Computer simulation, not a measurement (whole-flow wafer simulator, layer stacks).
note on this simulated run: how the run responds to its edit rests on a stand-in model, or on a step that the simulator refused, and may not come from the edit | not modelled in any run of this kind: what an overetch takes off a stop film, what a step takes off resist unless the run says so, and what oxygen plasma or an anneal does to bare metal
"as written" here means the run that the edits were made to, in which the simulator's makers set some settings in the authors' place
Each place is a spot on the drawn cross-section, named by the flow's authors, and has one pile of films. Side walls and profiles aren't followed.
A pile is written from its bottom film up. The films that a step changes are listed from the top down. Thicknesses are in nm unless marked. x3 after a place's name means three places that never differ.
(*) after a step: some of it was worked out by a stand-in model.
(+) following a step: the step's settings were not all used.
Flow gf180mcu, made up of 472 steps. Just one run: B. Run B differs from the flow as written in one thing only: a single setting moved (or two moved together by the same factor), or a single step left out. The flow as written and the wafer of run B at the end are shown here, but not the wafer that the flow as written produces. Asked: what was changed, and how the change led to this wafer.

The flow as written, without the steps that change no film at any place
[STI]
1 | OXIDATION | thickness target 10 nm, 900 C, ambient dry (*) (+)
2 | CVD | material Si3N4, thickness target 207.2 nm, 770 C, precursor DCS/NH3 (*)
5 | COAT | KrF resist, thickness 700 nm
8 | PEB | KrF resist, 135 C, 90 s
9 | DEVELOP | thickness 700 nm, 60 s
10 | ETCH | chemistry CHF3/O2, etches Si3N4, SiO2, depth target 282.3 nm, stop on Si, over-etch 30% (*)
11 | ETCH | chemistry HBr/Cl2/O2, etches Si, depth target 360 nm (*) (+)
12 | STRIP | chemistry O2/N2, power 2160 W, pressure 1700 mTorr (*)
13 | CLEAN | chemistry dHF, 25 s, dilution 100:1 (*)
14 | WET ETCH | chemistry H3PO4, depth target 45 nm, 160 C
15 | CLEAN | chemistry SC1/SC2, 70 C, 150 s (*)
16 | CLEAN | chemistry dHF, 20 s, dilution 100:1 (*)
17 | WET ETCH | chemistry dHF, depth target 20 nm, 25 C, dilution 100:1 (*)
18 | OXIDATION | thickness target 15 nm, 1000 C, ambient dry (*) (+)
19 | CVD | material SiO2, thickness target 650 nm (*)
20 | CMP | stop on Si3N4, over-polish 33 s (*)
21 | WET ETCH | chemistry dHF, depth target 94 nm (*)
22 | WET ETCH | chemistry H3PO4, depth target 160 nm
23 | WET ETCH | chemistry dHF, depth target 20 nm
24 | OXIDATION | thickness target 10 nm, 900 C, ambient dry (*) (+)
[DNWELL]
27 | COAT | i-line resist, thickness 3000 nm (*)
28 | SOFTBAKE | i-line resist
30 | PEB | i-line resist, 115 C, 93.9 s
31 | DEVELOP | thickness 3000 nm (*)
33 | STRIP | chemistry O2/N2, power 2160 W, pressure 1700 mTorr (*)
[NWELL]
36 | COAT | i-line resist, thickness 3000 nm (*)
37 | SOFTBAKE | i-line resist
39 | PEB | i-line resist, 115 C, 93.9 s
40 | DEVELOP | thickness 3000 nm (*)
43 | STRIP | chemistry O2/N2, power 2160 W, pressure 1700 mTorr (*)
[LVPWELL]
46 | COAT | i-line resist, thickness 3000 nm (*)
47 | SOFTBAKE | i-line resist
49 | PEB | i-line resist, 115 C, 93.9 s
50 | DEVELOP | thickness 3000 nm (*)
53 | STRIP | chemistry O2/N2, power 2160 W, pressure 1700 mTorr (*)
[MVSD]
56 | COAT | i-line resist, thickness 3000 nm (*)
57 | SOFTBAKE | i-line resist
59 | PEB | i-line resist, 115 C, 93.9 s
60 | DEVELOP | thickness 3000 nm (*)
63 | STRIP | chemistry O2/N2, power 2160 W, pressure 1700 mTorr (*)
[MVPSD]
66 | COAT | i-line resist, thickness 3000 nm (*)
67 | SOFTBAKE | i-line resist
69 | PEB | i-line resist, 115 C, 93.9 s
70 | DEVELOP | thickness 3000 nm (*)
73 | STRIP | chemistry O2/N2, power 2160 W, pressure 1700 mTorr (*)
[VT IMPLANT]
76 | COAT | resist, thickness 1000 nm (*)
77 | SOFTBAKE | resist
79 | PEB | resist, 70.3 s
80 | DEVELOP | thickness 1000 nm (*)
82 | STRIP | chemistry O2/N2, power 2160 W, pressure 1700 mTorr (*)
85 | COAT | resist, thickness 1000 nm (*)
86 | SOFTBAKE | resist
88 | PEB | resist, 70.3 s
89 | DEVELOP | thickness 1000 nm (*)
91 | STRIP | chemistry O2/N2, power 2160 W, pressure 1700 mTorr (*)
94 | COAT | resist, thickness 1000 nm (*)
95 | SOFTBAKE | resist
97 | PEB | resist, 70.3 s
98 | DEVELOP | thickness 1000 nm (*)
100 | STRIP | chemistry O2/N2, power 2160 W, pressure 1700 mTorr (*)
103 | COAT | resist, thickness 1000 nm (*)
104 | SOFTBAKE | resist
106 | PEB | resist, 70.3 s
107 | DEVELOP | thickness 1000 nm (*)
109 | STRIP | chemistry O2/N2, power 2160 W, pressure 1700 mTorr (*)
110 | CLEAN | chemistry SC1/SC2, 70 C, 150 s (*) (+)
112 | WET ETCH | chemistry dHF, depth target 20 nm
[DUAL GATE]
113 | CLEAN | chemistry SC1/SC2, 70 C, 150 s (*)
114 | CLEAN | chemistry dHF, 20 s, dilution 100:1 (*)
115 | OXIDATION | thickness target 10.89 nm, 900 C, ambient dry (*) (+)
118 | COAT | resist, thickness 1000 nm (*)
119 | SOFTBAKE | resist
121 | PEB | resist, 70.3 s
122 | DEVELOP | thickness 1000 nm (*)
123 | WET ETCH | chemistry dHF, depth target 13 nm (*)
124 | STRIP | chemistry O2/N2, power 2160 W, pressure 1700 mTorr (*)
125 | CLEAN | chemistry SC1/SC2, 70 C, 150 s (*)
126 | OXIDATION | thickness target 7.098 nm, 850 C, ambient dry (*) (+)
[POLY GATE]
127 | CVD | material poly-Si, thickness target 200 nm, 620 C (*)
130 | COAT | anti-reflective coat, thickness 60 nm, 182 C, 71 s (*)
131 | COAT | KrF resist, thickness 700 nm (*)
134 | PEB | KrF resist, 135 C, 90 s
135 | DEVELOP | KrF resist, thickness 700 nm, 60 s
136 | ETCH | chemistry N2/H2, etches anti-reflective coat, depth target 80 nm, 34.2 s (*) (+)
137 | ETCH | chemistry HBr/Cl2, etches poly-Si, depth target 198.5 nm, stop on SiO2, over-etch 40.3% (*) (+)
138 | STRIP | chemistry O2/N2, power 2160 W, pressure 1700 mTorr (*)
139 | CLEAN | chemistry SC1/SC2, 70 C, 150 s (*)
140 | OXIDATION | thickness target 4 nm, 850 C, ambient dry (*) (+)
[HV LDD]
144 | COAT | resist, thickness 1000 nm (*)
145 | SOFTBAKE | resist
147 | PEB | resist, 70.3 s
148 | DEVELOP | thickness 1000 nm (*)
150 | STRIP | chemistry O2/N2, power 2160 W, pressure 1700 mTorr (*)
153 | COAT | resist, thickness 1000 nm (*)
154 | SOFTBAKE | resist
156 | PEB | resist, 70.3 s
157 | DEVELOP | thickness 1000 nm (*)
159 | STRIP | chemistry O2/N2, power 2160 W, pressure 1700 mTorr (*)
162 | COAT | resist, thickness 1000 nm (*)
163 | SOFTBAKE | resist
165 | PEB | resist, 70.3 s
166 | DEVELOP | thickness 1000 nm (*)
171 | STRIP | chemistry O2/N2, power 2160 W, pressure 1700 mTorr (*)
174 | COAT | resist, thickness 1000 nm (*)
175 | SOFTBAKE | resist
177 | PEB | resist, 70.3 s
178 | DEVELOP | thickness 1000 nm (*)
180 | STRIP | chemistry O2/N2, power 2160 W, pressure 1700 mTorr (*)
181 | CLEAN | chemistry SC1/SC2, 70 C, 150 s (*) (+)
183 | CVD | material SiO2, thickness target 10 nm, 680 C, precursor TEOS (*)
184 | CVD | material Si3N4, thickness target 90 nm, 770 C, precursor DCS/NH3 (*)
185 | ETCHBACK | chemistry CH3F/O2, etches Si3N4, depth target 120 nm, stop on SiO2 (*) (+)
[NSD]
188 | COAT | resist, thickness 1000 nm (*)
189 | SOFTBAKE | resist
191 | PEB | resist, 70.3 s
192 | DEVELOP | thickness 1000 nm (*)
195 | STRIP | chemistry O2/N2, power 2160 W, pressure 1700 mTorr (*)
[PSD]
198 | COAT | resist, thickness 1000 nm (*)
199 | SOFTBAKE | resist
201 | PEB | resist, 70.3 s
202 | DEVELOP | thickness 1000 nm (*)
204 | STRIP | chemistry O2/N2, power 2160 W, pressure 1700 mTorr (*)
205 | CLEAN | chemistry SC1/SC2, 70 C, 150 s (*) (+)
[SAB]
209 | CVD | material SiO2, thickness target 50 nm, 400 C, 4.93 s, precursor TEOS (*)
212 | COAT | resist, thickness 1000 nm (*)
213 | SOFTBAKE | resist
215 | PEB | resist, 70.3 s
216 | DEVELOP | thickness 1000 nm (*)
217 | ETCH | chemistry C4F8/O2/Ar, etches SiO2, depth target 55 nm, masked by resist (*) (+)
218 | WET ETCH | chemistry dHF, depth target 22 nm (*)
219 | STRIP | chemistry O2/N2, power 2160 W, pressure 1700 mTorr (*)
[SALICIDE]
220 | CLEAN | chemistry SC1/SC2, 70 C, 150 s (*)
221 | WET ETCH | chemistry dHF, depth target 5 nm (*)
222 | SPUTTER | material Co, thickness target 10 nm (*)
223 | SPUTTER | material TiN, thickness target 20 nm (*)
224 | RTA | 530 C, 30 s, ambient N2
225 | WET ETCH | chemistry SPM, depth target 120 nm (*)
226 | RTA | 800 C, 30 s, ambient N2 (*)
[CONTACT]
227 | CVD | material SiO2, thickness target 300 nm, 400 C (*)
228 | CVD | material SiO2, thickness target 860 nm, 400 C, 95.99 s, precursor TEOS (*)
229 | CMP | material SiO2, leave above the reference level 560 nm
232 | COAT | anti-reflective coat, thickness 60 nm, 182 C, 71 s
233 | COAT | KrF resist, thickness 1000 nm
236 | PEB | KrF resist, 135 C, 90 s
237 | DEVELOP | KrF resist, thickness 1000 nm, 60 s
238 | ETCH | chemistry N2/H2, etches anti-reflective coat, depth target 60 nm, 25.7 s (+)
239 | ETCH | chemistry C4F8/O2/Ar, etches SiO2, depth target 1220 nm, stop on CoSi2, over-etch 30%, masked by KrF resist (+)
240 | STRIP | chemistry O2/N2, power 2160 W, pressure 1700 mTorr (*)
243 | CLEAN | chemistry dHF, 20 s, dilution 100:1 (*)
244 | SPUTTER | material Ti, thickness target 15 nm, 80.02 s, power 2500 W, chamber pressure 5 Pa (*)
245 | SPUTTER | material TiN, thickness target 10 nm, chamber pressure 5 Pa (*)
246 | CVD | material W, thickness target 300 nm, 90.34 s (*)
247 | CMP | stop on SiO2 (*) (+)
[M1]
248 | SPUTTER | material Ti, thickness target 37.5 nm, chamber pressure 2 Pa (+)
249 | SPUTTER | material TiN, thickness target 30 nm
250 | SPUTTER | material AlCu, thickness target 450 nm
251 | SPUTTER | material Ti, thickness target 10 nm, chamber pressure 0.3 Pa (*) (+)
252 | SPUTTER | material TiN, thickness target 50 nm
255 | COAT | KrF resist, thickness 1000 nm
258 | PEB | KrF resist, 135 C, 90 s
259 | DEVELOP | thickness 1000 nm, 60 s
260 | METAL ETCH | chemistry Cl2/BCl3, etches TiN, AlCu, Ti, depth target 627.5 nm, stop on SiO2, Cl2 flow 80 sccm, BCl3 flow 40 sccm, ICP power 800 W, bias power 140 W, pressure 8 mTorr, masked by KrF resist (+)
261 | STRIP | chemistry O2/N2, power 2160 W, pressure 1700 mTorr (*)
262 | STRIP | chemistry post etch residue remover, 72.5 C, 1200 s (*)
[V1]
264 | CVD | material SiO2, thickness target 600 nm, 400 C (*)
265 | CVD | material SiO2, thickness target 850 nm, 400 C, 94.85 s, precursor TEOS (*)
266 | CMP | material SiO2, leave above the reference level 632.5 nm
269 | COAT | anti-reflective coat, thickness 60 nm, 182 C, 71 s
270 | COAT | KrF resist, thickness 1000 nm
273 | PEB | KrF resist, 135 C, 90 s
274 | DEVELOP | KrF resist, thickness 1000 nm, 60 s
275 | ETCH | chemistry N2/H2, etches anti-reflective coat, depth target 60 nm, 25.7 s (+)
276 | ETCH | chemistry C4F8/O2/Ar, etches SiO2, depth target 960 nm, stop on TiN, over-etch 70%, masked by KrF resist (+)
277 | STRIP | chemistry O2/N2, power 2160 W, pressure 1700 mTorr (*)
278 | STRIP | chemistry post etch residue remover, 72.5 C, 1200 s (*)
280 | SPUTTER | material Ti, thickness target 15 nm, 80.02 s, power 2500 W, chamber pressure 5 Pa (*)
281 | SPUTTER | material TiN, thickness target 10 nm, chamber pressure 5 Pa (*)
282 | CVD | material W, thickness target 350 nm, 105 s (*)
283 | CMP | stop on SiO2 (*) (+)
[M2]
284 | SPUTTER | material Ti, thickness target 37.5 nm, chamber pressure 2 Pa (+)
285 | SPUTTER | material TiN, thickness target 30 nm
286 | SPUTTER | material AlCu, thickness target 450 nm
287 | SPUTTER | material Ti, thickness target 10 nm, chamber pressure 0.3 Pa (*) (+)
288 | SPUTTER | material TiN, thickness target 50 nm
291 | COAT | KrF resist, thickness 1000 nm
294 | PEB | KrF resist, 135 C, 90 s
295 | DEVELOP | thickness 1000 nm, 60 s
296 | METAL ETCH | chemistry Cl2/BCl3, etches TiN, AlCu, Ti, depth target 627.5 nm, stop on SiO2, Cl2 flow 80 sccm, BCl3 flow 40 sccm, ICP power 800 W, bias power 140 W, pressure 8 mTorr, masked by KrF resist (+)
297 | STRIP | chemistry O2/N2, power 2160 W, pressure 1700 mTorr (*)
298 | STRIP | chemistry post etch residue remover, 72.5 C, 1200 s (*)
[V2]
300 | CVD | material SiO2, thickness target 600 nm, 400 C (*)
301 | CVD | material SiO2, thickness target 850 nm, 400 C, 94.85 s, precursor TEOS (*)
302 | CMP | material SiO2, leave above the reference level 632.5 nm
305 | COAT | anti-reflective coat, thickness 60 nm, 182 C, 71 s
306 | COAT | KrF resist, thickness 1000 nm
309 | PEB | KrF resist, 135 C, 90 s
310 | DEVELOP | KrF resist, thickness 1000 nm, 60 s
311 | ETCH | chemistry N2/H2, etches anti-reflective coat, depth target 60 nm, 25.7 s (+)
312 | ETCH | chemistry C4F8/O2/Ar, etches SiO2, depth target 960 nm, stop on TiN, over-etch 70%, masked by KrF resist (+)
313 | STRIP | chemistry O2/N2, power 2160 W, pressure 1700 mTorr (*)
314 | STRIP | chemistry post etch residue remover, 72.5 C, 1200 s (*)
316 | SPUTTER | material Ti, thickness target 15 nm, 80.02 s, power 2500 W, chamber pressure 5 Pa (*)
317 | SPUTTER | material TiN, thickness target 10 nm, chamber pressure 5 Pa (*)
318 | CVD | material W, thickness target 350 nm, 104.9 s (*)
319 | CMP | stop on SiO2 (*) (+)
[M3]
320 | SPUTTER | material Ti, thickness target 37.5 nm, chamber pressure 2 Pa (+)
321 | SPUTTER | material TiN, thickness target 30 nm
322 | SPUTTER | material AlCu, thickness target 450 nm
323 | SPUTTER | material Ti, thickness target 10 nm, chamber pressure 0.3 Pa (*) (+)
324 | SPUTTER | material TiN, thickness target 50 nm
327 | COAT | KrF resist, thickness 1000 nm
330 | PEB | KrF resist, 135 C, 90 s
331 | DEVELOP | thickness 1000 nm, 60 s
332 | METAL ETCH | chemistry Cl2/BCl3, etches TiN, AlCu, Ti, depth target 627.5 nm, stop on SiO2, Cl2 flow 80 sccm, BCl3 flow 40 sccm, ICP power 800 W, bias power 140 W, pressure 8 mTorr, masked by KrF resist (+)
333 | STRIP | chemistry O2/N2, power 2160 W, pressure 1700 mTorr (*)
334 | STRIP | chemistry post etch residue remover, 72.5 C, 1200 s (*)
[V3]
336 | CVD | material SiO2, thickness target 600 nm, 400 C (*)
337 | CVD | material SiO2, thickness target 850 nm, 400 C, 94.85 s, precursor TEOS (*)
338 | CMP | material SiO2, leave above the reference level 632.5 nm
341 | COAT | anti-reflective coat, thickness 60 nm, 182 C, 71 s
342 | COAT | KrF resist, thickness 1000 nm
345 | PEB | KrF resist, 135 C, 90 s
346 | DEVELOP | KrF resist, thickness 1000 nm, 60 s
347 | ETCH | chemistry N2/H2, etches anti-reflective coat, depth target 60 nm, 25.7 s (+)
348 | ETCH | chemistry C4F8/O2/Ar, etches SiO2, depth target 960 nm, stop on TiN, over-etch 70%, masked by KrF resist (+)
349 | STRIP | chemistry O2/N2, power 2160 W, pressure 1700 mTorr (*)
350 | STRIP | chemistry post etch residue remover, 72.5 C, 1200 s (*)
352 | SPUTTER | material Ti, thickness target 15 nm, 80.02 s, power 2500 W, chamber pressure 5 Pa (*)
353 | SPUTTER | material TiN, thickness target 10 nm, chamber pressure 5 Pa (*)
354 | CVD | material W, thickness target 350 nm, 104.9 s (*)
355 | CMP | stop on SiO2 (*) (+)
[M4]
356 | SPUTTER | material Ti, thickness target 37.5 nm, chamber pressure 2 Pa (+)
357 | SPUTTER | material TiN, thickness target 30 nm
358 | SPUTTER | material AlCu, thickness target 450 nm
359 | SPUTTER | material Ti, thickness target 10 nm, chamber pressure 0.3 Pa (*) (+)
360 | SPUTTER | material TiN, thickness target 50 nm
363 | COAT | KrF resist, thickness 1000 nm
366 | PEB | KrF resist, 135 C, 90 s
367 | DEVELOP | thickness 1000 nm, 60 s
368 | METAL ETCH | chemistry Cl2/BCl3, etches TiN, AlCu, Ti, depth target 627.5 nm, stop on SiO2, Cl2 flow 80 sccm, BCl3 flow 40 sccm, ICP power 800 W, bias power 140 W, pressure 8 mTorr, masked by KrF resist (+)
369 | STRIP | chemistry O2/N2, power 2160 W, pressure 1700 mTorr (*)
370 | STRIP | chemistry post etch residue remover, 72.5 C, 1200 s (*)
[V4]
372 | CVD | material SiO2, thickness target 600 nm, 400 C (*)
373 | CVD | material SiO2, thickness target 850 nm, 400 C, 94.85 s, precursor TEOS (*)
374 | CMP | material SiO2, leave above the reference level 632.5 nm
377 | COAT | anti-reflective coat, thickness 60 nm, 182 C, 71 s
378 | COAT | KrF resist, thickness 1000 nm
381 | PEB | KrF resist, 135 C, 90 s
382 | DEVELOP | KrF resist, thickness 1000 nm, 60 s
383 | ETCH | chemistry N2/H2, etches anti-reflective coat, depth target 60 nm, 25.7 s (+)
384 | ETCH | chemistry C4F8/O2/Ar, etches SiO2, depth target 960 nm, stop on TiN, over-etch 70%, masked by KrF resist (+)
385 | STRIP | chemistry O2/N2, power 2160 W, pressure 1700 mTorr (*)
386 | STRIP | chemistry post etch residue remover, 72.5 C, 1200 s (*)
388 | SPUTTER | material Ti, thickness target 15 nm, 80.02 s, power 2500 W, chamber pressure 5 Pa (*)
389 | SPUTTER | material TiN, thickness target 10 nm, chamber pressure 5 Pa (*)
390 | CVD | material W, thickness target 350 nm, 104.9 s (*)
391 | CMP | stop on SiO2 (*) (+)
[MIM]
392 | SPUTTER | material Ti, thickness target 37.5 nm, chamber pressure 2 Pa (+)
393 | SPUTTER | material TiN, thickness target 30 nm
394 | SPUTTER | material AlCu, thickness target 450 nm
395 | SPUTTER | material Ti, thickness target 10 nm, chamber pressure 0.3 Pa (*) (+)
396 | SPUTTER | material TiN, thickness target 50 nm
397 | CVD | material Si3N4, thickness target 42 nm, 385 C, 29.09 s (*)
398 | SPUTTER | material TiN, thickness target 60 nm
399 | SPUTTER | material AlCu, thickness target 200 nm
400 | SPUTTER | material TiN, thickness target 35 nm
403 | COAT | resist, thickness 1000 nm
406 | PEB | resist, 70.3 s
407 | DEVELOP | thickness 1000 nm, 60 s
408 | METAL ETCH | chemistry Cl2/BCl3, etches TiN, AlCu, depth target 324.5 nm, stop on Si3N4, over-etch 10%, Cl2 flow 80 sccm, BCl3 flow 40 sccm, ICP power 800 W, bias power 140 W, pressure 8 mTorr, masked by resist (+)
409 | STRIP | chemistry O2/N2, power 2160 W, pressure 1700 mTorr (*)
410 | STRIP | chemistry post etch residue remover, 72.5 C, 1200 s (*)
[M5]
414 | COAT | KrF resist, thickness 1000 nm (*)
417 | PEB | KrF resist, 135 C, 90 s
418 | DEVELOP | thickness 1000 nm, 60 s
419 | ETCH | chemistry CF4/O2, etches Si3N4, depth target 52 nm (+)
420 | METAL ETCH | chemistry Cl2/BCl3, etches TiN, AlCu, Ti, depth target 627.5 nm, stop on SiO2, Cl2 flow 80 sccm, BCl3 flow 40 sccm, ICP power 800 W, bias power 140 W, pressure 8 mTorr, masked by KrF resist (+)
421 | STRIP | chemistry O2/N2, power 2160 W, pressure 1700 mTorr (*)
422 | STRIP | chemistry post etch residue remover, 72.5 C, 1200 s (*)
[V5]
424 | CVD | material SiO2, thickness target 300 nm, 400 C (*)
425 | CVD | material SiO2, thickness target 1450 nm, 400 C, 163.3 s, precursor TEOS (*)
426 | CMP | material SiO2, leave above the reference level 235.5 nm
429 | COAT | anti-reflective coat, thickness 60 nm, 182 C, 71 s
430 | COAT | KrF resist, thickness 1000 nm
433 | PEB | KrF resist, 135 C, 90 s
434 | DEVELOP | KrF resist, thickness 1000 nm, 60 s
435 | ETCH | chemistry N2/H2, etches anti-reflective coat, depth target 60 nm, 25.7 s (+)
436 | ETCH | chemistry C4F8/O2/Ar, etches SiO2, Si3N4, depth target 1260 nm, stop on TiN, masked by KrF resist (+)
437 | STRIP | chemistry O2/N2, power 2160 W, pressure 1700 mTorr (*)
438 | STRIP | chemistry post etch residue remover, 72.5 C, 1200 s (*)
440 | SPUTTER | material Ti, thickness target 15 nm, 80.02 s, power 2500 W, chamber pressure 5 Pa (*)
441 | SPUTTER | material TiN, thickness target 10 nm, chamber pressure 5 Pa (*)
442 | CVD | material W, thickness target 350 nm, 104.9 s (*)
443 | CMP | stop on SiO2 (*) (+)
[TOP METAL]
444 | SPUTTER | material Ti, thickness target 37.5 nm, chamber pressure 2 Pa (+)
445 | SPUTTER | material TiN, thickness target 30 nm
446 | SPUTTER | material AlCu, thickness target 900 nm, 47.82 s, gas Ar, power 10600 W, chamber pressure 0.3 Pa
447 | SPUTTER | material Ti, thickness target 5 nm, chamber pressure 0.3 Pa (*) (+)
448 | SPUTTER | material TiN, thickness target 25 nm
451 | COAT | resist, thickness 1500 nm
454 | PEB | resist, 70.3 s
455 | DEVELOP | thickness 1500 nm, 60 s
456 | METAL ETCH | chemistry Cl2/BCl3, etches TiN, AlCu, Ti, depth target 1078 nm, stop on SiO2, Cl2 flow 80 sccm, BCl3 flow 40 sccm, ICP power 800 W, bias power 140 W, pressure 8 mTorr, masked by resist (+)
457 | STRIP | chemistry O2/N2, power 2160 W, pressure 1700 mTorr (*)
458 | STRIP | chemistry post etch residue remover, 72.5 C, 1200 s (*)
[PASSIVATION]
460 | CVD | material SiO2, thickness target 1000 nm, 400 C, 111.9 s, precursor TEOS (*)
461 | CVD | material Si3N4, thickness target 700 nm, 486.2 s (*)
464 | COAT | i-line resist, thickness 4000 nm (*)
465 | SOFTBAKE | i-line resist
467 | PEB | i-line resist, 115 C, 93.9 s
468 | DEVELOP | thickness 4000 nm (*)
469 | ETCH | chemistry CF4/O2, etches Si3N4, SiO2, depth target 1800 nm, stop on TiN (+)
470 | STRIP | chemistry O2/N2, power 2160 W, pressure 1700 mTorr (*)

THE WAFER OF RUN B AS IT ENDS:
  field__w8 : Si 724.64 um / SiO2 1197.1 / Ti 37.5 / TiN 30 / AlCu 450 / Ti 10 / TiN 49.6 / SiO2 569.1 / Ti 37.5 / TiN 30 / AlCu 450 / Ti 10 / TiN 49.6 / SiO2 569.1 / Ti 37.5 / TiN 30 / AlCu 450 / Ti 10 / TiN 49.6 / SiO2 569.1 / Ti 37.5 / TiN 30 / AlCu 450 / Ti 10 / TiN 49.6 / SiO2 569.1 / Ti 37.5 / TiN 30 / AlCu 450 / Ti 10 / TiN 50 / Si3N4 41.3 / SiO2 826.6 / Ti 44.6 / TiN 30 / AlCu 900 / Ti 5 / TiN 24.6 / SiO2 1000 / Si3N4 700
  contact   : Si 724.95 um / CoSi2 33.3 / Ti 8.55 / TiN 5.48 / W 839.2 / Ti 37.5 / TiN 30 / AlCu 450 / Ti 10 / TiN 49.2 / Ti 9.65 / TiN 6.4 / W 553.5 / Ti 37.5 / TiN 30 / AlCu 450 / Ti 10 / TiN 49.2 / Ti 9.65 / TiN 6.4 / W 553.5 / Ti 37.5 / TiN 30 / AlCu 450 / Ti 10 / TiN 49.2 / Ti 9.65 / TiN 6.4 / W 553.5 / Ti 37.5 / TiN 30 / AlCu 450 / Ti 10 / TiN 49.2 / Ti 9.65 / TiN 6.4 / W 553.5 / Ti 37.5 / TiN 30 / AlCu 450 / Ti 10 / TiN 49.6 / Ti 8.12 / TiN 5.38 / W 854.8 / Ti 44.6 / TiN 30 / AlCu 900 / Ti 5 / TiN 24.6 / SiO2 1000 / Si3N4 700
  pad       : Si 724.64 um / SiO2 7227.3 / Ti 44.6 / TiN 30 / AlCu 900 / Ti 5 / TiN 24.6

What caused this: step 444, SPUTTER: thickness target 44.6 nm was run, whereas the flow has thickness target 37.5 nm.
One can read it off the wafer: field__w8 has Ti 44.6, and step 444 as written asks for 37.5 nm.

Step by step, how the change led to this:
  444 | SPUTTER | material Ti, thickness target 37.5 nm, chamber pressure 2 Pa (+)
      field, field__w1, field__w2 and 109 more: Ti gains 44.6 (new film) (as written it would have been: Ti gains 37.5 (new film))
  456 | METAL ETCH | chemistry Cl2/BCl3, etches TiN, AlCu, Ti, depth target 1078 nm, stop on SiO2, Cl2 flow 80 sccm, BCl3 flow 40 sccm, ICP power 800 W, bias power 140 W, pressure 8 mTorr, masked by resist (+)
      field, field__w1, field__w2 and 103 more: TiN loses 25 (all of it), Ti loses 5 (all of it), AlCu loses 900 (all of it), TiN loses 30 (all of it), Ti loses 44.6 (all of it) (as written it would have been: TiN loses 25 (all of it), Ti loses 5 (all of it), AlCu loses 900 (all of it), TiN loses 30 (all of it), Ti loses 37.5 (all of it))
  465 | SOFTBAKE | i-line resist
      gate: i-line resist loses 0.3 (as written it would have been: i-line resist gains 1.79)
      ld_acc_p, ld_fp_p, ld_drift_p: i-line resist gains 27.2 (as written it would have been: i-line resist gains 33.8)
      (as well as at 56 more places)
